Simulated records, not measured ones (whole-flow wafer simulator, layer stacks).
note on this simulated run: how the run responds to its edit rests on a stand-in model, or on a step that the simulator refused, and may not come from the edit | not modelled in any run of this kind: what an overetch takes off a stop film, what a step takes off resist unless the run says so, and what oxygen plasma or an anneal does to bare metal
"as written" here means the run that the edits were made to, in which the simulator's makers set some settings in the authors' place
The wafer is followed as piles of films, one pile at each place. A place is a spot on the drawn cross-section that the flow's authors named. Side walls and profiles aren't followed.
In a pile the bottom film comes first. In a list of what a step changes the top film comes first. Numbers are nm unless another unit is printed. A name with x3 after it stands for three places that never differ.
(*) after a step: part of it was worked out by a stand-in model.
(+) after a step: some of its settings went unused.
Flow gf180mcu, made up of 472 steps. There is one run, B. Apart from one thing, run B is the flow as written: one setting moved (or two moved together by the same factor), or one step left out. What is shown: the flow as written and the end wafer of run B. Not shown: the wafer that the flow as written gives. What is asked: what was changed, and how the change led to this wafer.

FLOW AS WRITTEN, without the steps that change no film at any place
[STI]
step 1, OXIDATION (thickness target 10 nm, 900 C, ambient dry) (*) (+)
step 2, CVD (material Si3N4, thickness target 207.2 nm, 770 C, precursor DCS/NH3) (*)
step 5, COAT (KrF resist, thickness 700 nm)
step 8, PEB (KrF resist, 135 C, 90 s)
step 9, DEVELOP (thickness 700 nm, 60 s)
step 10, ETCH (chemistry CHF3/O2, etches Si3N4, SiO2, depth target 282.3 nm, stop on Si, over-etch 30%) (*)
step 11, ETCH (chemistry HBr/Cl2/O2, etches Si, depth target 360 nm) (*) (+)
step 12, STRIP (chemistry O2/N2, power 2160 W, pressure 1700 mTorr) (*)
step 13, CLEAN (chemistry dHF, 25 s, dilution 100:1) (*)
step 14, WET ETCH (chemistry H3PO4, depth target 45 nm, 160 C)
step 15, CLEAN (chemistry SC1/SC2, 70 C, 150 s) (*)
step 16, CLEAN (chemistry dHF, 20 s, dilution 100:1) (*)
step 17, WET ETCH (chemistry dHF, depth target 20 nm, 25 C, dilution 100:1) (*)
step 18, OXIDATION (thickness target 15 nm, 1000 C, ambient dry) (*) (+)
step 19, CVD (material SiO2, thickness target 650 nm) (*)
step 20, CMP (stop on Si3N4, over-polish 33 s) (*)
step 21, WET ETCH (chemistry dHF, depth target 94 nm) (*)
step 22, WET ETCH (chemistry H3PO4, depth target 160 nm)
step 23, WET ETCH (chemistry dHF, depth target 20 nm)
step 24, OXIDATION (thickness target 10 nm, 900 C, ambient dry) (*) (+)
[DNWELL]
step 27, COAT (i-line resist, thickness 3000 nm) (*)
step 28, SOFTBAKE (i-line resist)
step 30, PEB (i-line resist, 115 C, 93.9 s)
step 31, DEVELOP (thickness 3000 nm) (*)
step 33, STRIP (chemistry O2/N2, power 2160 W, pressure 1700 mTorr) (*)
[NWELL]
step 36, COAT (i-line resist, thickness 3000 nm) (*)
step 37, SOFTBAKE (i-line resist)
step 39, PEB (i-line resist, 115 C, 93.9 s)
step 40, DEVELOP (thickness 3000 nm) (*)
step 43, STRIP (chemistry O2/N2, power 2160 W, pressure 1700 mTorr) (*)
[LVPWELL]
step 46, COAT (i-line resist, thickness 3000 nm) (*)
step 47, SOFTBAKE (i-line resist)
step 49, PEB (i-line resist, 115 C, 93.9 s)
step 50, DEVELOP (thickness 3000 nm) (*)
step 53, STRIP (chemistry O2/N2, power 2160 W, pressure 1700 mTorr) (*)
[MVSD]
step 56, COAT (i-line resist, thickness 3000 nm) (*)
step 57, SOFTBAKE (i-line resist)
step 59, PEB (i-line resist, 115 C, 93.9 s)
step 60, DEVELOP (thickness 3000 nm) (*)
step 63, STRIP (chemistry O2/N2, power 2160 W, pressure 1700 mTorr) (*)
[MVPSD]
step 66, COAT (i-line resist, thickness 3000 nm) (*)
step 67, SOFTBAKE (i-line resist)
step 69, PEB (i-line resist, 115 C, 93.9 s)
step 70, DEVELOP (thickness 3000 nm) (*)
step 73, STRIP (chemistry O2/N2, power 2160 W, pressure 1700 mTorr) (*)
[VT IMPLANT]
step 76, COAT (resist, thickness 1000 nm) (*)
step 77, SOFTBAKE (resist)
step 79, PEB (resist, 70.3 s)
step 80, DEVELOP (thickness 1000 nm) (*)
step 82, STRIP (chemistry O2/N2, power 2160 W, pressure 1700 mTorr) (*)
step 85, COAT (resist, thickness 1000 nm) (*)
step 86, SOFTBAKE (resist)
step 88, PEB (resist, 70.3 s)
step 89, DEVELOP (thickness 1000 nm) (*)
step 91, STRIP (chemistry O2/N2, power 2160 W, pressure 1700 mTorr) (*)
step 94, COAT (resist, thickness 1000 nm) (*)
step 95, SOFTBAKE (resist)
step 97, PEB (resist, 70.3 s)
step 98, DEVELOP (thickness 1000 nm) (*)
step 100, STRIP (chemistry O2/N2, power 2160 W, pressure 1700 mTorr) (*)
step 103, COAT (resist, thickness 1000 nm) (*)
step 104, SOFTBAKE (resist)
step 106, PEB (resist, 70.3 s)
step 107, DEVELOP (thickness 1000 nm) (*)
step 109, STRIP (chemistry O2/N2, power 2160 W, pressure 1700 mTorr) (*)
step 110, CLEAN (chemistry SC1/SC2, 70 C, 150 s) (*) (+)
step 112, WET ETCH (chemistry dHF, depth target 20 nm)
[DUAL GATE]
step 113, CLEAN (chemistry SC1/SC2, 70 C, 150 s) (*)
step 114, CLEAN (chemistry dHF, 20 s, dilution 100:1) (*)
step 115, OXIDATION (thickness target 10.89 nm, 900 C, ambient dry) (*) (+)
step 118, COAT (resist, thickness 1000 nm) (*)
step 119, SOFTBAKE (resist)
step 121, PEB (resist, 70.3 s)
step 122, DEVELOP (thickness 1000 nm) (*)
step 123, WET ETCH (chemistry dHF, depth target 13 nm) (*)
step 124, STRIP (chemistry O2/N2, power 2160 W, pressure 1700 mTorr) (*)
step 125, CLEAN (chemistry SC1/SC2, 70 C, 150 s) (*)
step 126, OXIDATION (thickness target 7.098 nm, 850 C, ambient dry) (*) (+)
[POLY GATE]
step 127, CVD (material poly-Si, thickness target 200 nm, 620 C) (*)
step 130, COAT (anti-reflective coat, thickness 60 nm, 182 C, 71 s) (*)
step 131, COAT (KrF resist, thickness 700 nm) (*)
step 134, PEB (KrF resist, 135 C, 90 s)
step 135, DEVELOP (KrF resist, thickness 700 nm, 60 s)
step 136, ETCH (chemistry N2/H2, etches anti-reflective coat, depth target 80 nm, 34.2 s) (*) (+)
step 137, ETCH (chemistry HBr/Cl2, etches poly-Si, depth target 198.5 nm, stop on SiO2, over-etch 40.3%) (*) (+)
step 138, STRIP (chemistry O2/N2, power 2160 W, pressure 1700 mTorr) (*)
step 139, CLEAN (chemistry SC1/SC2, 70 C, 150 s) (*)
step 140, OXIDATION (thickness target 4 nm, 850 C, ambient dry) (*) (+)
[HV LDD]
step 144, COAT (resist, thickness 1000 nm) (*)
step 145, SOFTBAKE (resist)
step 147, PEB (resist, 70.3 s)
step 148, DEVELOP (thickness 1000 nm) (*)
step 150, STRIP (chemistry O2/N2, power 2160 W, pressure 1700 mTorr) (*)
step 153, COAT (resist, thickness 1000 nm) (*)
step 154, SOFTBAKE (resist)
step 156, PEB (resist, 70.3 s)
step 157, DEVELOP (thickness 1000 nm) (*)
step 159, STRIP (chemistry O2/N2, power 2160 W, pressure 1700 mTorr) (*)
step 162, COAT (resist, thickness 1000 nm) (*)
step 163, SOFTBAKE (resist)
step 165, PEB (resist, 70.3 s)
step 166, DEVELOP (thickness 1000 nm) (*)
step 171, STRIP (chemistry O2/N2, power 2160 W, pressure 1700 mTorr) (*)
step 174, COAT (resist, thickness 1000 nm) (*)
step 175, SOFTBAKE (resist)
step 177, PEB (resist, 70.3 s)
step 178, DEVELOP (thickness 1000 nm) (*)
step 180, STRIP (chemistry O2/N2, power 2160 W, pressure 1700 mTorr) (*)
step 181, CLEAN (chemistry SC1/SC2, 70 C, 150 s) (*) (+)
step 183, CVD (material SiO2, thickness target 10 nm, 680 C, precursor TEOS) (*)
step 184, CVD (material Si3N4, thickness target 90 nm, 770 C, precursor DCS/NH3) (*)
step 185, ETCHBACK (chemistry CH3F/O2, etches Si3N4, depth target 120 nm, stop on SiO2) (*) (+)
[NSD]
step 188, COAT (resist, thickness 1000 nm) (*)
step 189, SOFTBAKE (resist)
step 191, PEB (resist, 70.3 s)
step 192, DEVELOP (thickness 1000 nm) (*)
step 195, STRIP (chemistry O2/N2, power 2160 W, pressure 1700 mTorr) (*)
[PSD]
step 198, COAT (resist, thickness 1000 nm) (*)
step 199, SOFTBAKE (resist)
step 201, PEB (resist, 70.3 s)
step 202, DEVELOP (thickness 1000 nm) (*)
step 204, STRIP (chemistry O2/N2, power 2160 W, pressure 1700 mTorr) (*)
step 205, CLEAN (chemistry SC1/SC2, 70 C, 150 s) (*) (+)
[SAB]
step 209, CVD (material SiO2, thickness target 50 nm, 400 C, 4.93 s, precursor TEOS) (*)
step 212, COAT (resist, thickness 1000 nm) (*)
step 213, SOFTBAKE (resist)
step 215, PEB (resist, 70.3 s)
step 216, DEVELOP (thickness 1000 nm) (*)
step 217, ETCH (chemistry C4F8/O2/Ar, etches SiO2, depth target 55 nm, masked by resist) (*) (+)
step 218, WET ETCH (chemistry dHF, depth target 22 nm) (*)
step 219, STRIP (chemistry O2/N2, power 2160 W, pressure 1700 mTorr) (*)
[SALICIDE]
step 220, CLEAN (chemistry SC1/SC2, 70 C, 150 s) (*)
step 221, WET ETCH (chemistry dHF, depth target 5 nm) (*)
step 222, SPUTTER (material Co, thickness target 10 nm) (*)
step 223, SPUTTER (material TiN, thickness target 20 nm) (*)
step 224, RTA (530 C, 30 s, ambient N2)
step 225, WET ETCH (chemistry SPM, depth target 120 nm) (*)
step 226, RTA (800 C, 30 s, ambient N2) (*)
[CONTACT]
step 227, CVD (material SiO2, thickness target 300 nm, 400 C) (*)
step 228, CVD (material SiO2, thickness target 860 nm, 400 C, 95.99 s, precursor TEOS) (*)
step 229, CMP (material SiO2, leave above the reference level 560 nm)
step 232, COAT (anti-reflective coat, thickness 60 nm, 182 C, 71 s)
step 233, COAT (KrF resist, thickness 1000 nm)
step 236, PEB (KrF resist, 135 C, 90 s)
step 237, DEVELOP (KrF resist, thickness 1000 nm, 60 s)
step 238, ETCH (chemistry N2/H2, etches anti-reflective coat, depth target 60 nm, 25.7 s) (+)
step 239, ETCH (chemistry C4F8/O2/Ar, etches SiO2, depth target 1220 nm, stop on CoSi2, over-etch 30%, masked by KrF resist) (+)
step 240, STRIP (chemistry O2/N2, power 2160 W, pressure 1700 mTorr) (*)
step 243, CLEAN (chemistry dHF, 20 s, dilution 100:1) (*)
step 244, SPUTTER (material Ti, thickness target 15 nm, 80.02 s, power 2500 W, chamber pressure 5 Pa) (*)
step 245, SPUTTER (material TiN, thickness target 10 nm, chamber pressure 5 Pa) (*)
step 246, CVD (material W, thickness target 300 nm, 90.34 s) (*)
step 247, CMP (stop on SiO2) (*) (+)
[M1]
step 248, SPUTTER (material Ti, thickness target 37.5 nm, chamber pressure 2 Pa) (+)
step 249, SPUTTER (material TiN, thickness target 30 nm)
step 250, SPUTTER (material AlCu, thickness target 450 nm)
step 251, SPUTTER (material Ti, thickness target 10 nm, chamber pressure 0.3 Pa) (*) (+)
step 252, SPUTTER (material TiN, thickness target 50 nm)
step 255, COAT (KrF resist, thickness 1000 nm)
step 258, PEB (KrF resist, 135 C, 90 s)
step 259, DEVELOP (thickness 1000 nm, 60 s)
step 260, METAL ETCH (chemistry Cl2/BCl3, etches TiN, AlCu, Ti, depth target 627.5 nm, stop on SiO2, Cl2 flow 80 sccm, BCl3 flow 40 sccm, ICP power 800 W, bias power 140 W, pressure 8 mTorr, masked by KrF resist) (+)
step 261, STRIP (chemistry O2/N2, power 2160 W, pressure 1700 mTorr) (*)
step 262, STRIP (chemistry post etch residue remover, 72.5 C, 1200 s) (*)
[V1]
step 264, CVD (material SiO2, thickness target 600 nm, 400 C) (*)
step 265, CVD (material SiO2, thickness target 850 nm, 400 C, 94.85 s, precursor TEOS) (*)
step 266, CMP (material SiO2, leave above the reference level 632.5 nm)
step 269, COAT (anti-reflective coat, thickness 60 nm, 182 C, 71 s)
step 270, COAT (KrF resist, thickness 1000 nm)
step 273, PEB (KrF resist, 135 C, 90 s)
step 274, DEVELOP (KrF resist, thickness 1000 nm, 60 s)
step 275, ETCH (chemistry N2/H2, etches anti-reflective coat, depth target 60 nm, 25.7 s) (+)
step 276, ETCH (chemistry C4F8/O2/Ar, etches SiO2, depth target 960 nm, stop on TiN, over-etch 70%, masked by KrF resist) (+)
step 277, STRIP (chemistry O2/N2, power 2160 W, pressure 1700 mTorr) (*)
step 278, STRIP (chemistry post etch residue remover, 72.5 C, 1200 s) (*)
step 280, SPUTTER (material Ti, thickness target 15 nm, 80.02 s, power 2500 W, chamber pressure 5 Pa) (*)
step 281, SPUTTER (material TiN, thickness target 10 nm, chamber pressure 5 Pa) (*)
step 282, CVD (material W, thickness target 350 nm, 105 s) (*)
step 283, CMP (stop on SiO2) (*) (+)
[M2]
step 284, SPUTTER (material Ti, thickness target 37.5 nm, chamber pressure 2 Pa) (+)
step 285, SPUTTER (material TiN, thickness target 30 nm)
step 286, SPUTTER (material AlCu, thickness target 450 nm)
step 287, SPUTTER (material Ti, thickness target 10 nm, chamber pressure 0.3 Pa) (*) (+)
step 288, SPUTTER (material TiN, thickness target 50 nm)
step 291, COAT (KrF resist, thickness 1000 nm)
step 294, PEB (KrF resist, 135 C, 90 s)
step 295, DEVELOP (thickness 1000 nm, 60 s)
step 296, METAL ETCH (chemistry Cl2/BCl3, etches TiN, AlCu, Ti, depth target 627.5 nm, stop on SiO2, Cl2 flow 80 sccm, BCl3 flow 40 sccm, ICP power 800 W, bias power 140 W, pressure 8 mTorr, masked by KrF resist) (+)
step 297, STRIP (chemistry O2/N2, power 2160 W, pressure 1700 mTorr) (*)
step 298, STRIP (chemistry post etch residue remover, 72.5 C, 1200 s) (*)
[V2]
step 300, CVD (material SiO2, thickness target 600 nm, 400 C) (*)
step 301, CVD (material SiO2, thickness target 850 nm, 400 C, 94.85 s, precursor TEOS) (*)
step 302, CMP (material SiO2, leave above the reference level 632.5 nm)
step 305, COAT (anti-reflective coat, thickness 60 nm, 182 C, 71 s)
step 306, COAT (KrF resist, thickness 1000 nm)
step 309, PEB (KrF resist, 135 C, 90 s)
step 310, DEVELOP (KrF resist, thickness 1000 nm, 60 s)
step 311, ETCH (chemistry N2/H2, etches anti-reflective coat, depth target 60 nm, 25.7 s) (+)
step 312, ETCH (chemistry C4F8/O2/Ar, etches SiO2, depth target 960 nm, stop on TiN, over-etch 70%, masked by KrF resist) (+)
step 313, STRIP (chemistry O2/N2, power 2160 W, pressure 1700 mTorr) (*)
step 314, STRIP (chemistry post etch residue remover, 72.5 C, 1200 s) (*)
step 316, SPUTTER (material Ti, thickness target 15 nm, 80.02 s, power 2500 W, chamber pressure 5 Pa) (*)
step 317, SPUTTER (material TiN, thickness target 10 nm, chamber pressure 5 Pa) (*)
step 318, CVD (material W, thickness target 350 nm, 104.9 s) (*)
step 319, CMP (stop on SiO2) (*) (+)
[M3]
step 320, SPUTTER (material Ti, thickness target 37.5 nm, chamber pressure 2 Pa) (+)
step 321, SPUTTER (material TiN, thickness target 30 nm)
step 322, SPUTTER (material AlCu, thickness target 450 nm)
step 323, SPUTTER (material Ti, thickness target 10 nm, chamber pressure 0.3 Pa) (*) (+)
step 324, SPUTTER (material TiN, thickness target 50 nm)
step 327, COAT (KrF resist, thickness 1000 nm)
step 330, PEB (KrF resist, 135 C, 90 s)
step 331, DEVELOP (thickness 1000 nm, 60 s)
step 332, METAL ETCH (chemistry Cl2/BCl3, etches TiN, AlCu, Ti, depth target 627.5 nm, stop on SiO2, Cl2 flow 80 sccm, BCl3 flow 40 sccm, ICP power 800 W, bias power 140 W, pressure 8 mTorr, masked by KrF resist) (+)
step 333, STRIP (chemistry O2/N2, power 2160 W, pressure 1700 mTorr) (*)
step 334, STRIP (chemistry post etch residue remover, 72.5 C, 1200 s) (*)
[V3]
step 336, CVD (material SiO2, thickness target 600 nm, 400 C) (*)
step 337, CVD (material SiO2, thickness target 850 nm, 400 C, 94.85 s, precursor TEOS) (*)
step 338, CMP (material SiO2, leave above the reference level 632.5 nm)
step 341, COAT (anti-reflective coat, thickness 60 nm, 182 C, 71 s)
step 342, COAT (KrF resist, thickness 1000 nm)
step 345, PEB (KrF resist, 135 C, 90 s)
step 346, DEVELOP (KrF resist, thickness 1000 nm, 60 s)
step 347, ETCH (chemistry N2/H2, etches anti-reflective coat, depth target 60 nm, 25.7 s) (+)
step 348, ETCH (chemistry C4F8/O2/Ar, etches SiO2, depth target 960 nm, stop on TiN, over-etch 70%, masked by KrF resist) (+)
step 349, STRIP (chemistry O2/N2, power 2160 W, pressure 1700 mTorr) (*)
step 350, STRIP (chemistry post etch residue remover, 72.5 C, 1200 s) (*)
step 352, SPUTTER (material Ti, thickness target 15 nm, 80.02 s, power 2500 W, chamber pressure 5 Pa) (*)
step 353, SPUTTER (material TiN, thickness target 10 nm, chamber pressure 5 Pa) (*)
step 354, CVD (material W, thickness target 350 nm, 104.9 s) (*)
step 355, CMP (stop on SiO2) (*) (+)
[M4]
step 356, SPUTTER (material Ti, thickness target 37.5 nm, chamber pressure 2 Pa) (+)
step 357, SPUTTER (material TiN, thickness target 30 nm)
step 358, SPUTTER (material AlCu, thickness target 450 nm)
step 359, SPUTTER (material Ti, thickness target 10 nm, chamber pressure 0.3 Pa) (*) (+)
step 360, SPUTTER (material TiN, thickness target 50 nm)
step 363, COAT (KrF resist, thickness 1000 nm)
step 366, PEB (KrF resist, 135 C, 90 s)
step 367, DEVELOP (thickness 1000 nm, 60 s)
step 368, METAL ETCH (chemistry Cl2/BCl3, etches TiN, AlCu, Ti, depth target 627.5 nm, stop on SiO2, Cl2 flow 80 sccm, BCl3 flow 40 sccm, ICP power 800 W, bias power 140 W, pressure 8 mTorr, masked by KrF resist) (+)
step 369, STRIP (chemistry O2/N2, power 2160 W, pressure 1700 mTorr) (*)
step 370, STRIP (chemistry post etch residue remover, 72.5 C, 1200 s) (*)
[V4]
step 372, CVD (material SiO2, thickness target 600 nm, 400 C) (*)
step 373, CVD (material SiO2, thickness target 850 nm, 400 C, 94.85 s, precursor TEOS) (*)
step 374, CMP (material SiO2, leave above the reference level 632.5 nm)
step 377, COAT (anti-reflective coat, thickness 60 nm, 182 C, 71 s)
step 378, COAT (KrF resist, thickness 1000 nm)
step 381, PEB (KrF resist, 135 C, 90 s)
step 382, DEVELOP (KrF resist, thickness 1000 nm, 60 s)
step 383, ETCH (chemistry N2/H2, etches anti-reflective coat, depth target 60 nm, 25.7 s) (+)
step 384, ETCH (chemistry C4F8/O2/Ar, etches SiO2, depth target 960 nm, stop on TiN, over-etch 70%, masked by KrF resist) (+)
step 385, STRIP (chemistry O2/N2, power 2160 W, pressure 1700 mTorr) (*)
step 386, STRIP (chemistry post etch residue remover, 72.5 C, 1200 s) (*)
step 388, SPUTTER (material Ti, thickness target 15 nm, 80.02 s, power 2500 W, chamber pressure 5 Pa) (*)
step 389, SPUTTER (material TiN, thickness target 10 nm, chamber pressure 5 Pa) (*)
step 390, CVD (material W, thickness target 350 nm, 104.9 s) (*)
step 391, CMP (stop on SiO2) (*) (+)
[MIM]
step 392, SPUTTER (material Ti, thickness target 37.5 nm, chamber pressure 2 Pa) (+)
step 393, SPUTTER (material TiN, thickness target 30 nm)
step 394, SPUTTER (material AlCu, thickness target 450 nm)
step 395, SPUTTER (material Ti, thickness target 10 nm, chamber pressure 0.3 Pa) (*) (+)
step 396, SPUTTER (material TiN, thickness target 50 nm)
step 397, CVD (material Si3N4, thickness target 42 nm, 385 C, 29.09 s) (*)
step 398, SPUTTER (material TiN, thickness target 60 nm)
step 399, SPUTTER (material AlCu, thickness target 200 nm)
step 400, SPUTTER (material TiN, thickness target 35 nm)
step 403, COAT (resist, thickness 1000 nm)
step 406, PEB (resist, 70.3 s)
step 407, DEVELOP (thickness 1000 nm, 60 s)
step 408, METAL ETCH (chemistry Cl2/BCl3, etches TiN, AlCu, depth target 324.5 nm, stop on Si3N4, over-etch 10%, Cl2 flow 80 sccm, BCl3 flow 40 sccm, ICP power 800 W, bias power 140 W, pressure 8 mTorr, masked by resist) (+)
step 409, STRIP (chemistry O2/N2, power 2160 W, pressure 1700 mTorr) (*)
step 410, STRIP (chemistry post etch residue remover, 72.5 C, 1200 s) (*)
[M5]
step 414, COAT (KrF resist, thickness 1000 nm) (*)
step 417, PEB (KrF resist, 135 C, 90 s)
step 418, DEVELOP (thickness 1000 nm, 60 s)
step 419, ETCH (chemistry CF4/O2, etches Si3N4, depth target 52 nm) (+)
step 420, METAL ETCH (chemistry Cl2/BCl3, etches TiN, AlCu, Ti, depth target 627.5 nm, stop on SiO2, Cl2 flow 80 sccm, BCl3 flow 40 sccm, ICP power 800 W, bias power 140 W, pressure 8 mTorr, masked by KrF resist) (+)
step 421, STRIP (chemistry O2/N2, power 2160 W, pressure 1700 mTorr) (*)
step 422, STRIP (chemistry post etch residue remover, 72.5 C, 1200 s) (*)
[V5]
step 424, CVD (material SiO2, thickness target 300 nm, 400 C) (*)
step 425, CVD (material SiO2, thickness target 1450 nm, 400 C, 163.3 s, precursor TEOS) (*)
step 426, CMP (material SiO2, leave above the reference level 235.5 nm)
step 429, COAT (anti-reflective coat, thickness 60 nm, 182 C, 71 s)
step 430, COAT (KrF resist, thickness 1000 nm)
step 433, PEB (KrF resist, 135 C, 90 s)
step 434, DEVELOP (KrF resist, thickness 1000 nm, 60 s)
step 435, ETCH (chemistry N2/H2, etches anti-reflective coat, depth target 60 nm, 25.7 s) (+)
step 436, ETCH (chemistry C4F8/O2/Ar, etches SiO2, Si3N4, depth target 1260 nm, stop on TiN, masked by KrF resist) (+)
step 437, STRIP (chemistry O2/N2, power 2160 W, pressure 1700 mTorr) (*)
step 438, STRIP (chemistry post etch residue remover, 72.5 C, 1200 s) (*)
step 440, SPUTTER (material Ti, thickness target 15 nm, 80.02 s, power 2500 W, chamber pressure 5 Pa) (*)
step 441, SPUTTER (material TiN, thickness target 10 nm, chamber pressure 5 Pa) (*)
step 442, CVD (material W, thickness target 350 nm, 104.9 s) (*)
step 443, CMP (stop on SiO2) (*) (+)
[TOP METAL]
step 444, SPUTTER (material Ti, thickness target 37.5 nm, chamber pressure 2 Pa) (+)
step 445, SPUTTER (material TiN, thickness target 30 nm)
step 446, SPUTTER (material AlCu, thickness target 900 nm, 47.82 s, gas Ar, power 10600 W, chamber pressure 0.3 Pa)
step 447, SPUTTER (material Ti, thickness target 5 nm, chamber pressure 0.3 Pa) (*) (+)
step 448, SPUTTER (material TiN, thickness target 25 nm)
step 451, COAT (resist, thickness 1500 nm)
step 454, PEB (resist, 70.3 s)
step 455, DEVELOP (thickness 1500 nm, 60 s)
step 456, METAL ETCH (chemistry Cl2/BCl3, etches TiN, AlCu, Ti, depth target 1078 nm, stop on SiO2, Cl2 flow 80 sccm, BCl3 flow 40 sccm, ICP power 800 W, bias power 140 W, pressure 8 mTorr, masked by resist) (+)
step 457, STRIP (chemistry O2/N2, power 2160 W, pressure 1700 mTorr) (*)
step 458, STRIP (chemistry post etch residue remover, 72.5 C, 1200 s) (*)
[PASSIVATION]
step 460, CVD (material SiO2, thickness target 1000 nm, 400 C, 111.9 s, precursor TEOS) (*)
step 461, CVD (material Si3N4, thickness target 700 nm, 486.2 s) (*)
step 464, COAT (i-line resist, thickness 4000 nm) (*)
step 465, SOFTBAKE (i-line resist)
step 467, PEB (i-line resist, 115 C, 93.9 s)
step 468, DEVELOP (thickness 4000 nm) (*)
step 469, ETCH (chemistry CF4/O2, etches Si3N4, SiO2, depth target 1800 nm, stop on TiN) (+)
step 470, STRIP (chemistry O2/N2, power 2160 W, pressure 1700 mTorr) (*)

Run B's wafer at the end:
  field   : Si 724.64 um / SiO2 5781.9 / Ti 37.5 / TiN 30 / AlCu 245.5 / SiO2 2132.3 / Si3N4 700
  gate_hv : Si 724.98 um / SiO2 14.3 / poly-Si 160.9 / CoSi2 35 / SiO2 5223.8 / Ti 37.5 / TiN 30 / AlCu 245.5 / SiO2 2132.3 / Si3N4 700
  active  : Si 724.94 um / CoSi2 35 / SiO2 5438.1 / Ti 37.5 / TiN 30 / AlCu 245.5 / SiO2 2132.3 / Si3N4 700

What caused this: step 420, METAL ETCH: depth target 257.3 nm was run, though the flow has depth target 627.5 nm.

How this came from the change, step by step:
  step 420, METAL ETCH (chemistry Cl2/BCl3, etches TiN, AlCu, Ti, depth target 627.5 nm, stop on SiO2, Cl2 flow 80 sccm, BCl3 flow 40 sccm, ICP power 800 W, bias power 140 W, pressure 8 mTorr, masked by KrF resist) (+)
      field, field__w1, field__w2 and 101 more: TiN loses 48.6 (all of it), Ti loses 10 (all of it), AlCu loses 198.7 (it would be, as written: TiN loses 48.6 (all of it), Ti loses 10 (all of it), AlCu loses 450 (all of it), TiN loses 30 (all of it), Ti loses 37.5 (all of it))
      field__w4, field__w8, contact, m1, m1__w1, mim, mim_1p0, m1_nw: KrF resist loses 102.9 (it would be, as written: KrF resist loses 251)
  step 421, STRIP (chemistry O2/N2, power 2160 W, pressure 1700 mTorr) (*)
      field__w8, m1__w1: KrF resist loses 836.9 (all of it) (it would be, as written: KrF resist loses 688.9 (all of it))
      contact, m1: KrF resist loses 837.4 (all of it) (it would be, as written: KrF resist loses 689.3 (all of it))
      (also at 4 further places)
  step 422, STRIP (chemistry post etch residue remover, 72.5 C, 1200 s) (*)
      field, field__w1, field__w2 and 101 more: AlCu loses 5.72 (it would be, as written: nothing)
  step 424, CVD (material SiO2, thickness target 300 nm, 400 C) (*)
      field, field__w1, field__w2 and 101 more: SiO2 gains 300 (new film) (it would be, as written: SiO2 gains 300)
  step 426, CMP (material SiO2, leave above the reference level 235.5 nm)
      field, field__w1, field__w5 and 92 more: SiO2 loses 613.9 (it would be, as written: SiO2 loses 300.8)
      field__w2, field__w3, field__w12 and 6 more: SiO2 loses 613.9 (it would be, as written: SiO2 loses 272.7)
With metal films that touch counted as one body, field has 1 body; the flow as written gives 0 bodies.
With metal films that touch counted as one body, gate_hv has 2 bodies (between them, from the top down: SiO2 5223.8); the flow as written gives 1 body.
With metal films that touch counted as one body, active has 2 bodies (between them, from the top down: SiO2 5438.1); the flow as written gives 1 body.
